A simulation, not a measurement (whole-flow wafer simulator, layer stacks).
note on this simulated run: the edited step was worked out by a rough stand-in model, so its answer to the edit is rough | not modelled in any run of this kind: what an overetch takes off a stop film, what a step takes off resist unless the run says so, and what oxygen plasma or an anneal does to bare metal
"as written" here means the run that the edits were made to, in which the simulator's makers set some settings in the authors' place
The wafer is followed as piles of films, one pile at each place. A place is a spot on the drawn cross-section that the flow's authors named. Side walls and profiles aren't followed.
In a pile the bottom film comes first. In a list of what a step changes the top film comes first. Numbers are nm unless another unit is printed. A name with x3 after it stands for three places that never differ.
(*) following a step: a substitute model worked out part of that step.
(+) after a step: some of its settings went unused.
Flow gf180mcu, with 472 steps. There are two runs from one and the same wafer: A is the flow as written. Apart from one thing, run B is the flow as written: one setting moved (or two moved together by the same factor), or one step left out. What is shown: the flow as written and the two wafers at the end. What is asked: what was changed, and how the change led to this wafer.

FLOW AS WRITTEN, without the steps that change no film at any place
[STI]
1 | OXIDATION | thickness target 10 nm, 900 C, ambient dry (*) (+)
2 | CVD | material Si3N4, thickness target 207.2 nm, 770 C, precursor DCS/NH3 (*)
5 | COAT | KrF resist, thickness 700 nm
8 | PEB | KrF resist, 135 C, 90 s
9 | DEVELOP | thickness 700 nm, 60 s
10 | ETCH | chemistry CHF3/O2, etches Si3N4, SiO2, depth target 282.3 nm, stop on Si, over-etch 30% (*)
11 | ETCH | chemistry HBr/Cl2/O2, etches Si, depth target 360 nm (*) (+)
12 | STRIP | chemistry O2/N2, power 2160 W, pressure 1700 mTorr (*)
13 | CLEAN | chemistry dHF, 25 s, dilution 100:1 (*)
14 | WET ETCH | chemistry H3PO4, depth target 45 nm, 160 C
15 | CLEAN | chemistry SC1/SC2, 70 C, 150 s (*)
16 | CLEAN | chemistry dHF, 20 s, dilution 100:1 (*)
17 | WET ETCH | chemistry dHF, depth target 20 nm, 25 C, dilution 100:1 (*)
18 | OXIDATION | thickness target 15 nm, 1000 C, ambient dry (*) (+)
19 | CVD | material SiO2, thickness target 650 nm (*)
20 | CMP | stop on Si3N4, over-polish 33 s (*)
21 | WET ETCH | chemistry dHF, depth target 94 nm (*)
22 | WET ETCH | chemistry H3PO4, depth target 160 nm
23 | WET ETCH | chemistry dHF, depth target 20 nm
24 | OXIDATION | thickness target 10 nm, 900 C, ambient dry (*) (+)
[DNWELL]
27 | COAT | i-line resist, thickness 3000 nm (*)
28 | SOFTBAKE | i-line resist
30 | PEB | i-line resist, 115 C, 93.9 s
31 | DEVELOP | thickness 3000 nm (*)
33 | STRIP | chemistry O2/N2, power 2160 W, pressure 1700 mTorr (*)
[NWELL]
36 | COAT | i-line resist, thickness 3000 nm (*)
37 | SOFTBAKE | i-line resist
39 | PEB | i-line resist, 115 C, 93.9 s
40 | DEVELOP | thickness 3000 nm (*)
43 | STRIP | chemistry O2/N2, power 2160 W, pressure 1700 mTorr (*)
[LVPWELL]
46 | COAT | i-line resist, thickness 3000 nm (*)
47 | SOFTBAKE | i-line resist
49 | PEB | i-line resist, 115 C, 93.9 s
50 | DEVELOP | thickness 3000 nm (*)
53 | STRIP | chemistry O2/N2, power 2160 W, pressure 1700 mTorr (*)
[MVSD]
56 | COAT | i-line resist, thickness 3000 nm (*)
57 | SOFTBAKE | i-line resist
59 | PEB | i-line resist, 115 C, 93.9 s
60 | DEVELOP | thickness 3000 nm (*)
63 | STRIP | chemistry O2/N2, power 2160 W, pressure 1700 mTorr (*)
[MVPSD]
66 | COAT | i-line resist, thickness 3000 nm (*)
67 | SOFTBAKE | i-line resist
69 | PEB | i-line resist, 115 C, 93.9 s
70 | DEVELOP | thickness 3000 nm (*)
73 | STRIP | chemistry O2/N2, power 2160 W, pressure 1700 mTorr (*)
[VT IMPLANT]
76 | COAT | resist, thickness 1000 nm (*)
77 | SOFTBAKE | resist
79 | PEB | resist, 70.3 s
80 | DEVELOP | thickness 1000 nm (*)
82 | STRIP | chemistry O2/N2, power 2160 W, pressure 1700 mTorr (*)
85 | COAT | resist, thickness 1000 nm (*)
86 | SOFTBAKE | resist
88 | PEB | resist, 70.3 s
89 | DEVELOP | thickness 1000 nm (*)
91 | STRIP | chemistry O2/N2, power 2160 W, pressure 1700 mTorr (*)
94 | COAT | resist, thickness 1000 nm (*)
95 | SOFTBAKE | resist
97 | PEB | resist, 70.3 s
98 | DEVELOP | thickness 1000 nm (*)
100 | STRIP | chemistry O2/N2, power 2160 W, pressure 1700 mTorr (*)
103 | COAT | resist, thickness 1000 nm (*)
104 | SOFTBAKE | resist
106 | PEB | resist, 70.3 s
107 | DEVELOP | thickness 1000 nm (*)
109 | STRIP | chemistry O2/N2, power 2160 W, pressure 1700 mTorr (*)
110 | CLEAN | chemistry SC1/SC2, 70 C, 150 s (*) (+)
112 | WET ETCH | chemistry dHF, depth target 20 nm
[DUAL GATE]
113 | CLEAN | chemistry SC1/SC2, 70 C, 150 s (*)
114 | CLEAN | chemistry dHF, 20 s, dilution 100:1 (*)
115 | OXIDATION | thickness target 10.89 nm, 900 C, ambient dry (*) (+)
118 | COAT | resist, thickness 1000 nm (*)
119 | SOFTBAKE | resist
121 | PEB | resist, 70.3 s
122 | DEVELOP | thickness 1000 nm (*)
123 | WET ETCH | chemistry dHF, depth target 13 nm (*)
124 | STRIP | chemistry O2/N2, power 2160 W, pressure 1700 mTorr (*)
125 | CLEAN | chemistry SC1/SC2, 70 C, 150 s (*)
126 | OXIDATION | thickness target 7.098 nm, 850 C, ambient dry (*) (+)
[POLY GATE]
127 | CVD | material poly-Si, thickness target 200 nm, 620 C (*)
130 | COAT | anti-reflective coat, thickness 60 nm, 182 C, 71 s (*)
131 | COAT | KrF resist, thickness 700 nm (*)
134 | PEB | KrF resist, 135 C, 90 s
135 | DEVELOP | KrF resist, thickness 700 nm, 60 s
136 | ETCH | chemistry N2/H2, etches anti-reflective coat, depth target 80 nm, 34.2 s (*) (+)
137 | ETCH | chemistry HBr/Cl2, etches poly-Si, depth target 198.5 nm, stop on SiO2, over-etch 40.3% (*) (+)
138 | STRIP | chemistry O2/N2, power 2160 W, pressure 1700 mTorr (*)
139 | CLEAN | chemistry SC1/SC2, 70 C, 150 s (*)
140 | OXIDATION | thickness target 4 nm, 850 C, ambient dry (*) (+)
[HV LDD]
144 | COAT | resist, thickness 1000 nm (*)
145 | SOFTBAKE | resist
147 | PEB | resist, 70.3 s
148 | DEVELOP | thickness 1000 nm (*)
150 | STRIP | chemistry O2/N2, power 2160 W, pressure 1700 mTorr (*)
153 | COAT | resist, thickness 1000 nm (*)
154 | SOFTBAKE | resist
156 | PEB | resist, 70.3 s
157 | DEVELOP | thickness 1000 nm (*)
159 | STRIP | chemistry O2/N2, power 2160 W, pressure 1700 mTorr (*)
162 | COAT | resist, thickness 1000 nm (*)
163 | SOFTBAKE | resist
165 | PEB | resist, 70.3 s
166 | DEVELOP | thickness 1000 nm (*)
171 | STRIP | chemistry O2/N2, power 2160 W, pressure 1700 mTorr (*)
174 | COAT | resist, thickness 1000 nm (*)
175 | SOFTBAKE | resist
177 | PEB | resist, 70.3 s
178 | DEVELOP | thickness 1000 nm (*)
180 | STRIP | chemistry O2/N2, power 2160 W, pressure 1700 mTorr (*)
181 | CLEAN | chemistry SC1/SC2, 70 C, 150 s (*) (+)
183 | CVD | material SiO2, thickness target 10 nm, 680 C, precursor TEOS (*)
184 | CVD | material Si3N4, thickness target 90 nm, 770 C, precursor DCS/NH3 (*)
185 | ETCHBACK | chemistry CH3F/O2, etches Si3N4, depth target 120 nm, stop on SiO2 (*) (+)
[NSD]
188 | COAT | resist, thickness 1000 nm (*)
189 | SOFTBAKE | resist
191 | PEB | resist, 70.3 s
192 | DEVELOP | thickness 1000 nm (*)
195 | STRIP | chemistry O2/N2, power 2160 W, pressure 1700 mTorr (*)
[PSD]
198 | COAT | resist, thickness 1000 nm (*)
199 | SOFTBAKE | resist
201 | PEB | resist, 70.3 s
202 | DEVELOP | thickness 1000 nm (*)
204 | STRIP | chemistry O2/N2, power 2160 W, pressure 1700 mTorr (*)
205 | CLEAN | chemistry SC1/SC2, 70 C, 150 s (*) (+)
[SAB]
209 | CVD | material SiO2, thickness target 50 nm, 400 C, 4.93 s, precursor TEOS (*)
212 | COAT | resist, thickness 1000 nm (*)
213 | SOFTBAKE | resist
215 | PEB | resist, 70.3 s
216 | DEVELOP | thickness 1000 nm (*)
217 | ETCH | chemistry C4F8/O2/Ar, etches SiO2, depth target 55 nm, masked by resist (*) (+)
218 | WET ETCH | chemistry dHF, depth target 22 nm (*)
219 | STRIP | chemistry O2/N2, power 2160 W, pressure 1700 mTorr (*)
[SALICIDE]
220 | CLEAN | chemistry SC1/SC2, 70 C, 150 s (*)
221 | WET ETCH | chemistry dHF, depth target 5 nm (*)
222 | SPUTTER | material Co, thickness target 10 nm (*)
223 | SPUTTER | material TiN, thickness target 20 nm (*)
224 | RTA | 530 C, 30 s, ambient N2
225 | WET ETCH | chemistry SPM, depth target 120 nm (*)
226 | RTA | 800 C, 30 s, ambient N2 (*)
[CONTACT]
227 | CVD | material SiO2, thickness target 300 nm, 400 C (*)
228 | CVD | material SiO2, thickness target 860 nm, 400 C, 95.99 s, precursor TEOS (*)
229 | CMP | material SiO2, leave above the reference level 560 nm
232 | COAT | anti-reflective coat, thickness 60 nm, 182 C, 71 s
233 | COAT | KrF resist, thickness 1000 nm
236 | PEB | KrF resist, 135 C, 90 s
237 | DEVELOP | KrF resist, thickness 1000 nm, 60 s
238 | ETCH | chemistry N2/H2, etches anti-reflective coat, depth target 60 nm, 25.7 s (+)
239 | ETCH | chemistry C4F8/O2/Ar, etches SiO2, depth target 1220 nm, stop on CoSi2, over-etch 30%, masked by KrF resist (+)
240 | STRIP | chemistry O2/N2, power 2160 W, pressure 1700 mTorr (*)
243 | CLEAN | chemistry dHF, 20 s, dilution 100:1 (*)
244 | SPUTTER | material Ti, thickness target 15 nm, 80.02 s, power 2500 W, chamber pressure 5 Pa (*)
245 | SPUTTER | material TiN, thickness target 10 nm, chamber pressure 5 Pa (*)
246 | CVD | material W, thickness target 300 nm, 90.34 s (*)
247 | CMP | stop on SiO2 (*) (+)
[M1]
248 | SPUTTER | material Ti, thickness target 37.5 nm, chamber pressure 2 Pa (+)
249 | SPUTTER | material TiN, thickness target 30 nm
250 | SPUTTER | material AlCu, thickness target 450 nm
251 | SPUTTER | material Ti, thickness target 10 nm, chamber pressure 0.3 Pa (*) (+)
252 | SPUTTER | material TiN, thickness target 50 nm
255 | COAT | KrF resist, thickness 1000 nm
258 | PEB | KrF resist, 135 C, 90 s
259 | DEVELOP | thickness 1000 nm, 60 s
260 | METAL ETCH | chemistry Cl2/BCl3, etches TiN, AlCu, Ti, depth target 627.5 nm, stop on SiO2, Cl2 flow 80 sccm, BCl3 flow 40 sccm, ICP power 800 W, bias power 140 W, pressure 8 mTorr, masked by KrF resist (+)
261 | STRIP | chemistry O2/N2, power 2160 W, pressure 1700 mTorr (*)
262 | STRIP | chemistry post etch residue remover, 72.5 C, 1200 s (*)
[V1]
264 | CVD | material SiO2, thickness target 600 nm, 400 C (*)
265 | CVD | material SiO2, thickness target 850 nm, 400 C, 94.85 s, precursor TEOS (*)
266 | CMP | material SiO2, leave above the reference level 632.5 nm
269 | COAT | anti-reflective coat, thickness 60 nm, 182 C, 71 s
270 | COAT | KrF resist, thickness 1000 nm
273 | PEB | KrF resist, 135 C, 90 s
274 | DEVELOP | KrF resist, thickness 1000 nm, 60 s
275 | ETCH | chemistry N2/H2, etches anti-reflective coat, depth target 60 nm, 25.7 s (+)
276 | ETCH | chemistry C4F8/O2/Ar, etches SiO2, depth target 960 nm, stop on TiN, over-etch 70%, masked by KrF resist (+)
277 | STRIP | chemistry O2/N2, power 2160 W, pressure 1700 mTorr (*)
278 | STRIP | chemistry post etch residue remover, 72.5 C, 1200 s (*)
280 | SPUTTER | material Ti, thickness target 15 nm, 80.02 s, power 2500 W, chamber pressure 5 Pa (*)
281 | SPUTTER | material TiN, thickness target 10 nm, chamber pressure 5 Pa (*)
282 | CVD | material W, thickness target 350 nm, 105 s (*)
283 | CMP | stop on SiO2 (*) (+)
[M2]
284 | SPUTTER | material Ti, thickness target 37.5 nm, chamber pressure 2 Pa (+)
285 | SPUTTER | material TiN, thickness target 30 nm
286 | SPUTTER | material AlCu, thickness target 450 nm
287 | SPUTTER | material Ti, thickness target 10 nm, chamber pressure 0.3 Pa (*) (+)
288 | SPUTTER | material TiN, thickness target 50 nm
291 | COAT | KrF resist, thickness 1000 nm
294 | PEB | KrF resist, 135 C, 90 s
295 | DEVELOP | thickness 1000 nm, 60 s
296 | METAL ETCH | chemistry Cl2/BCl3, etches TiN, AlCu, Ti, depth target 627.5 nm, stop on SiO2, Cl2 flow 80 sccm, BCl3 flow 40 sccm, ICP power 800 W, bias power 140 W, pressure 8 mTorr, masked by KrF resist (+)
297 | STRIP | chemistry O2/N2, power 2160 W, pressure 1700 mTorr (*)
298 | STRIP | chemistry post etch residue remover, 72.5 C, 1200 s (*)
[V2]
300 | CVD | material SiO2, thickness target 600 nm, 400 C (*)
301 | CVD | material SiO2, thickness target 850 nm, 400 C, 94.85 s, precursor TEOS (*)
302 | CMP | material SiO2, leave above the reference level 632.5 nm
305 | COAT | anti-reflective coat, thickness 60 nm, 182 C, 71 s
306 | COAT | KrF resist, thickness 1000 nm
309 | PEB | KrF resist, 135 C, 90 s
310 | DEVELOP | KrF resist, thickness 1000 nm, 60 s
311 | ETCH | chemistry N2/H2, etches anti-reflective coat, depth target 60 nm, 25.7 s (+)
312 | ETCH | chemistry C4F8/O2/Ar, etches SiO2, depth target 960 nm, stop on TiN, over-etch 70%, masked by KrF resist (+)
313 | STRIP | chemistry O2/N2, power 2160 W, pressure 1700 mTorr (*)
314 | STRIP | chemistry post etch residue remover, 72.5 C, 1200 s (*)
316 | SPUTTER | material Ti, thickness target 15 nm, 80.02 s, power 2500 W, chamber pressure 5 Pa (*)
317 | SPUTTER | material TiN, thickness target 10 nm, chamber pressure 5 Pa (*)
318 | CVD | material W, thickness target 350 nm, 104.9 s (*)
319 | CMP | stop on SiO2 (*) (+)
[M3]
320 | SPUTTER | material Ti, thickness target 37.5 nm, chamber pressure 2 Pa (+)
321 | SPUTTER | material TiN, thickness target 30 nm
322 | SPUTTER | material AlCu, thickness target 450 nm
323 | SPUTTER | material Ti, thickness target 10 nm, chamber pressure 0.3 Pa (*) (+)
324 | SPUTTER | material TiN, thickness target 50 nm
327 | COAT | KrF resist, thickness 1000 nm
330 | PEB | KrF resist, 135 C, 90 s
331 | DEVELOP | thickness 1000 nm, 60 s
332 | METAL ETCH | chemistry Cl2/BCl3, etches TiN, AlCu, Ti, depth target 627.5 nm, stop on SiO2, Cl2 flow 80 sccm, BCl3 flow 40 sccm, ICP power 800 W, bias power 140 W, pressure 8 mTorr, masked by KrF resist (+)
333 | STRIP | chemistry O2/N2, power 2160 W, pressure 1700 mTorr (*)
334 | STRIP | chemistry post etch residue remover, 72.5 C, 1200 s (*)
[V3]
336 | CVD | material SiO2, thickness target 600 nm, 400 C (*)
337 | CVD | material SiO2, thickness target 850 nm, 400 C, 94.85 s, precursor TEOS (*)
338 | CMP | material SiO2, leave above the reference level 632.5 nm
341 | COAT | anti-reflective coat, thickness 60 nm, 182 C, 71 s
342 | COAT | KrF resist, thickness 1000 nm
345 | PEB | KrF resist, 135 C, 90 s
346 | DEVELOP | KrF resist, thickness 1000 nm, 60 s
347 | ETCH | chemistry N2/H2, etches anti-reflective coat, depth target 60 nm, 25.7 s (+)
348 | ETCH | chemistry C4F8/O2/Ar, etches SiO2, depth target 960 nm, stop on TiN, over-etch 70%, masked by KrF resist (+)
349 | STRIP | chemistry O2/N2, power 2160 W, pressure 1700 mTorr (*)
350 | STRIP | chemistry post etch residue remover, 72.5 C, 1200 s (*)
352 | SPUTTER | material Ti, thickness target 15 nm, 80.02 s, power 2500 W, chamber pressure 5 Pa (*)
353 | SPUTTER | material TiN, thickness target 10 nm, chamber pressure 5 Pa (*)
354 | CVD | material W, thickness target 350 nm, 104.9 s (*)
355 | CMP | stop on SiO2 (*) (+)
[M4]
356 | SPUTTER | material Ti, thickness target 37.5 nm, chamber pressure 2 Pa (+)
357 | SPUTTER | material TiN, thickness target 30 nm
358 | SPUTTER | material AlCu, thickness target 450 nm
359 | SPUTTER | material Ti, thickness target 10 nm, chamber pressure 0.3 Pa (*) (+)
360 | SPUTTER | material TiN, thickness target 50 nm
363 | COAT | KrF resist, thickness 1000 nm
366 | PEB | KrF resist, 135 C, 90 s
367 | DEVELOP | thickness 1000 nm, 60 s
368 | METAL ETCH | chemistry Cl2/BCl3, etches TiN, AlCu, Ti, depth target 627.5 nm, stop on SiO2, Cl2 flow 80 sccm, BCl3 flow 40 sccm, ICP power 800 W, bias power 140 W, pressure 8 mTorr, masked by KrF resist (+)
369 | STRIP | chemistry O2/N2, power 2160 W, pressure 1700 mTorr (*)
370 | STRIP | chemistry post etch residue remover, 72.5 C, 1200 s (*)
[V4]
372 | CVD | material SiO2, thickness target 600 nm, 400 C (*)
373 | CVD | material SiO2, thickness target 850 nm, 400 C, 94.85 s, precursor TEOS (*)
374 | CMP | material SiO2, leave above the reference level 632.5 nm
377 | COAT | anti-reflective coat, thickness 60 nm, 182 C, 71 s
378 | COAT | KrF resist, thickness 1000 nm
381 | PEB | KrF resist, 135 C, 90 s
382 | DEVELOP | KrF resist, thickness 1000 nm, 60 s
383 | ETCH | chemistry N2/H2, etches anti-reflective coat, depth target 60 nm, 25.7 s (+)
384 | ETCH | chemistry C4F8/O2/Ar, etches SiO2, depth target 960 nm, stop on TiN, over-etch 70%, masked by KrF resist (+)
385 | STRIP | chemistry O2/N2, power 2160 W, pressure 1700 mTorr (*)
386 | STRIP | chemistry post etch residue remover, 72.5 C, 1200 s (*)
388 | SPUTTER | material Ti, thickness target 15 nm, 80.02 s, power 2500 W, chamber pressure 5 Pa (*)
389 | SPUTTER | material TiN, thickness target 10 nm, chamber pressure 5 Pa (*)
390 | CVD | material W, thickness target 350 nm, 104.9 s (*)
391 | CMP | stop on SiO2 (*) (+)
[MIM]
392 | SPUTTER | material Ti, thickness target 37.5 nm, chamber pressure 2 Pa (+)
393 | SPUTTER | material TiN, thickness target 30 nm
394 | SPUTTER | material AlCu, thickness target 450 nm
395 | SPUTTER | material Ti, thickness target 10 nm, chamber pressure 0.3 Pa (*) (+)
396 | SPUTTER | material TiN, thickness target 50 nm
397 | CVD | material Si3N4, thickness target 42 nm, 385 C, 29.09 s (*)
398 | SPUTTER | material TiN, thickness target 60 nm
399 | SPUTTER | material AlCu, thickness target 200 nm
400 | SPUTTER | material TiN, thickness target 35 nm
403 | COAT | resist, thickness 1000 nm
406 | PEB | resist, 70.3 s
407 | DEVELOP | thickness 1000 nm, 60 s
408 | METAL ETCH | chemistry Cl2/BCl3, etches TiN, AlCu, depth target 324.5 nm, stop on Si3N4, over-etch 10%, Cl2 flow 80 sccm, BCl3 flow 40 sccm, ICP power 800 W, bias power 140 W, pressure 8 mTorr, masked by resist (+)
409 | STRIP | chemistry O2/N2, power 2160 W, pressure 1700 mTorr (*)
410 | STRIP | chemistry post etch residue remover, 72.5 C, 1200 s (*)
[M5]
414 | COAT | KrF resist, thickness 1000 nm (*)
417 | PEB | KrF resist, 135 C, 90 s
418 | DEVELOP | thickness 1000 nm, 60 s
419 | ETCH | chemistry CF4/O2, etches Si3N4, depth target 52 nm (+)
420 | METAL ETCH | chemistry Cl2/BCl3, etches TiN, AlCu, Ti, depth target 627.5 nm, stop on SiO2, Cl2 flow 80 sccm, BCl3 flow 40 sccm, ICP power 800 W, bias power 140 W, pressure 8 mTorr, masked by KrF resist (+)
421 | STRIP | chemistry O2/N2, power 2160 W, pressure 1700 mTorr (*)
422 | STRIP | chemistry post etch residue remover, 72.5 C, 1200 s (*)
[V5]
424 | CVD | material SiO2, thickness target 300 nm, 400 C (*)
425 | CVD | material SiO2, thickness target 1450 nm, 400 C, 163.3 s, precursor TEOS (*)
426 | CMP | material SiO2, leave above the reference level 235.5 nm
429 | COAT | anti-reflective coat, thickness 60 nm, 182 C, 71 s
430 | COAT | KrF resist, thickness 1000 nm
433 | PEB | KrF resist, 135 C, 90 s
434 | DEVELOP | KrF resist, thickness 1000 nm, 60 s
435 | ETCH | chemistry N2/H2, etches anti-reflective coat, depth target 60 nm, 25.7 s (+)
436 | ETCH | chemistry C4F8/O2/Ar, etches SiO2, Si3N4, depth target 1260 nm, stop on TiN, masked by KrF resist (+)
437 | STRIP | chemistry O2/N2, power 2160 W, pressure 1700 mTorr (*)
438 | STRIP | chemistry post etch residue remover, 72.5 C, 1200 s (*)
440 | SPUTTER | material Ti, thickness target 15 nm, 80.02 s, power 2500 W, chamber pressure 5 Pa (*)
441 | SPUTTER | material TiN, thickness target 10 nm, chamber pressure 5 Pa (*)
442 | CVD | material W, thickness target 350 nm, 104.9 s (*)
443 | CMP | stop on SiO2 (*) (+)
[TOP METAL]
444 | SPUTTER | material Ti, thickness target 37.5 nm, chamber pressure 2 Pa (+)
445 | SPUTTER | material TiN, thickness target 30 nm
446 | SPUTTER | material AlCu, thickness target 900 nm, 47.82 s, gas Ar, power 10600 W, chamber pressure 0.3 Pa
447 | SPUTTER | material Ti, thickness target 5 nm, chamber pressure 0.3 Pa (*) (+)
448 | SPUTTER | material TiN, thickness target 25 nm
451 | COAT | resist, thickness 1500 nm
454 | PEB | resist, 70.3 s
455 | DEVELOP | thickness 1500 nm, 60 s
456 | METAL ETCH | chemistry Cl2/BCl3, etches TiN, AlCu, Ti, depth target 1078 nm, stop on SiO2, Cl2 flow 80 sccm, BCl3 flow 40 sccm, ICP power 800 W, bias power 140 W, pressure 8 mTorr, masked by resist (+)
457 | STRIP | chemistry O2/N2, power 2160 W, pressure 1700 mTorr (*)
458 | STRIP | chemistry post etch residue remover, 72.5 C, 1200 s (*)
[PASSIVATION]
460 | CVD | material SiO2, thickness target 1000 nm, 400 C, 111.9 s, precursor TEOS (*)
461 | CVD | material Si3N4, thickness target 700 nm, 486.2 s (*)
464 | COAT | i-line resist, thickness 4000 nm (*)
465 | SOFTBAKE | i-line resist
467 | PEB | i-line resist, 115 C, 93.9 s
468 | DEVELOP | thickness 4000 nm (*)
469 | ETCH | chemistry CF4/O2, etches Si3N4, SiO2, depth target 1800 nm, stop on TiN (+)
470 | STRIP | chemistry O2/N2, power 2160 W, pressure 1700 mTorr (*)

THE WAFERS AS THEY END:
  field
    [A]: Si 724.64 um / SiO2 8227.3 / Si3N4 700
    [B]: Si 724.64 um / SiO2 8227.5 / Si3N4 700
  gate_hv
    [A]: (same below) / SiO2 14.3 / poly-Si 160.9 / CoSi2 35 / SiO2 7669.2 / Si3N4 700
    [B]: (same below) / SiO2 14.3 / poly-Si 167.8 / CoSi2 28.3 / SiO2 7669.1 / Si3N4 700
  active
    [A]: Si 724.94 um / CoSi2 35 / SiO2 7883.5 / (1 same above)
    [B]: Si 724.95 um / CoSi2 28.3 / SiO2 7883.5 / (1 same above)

Cause: step 222, SPUTTER: thickness target 8.1 nm was run, while the flow as written has thickness target 10 nm.

How this came from the change, step by step:
  222 | SPUTTER | material Co, thickness target 10 nm (*)
      field, field__w7, field__w8 and 71 more: A +10 Co (new film) | B +8.1 Co (new film)
      field__w6, field_sub, field_sub__w2: A +9.95 Co (new film) | B +8.06 Co (new film)
      (also at 34 further places)
  224 | RTA | 530 C, 30 s, ambient N2
      gate, gate_hv, gate_p and 22 more: A under 1 film: +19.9 CoSi (new film), -10 Co (all of it), -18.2 poly-Si | B under 1 film: +16.1 CoSi (new film), -8.1 Co (all of it), -14.7 poly-Si
      active, p_well, sd_n and 11 more: A under 1 film: +19.9 CoSi (new film), -10 Co (all of it), -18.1 Si | B under 1 film: +16.1 CoSi (new film), -8.1 Co (all of it), -14.7 Si
      (also at 10 further places)
  225 | WET ETCH | chemistry SPM, depth target 120 nm (*)
      field, field__w7, field__w8 and 32 more: A -20 TiN (all of it), -10 Co (all of it) | B -20 TiN (all of it), -8.1 Co (all of it)
      field__w9, nw_enc_fld_lv__w3: A -19.1 TiN (all of it), -9.6 Co (all of it) | B -19.1 TiN (all of it), -7.78 Co (all of it)
      (also at 25 further places)
  226 | RTA | 800 C, 30 s, ambient N2 (*)
      gate, gate_hv, gate_p and 22 more: A +35 CoSi2 (new film), -19.9 CoSi (all of it), -18.2 poly-Si | B +28.3 CoSi2 (new film), -16.1 CoSi (all of it), -14.7 poly-Si
      active, p_well, sd_n and 11 more: A +35 CoSi2 (new film), -19.9 CoSi (all of it), -18.1 Si | B +28.3 CoSi2 (new film), -16.1 CoSi (all of it), -14.7 Si
      (also at 10 further places)
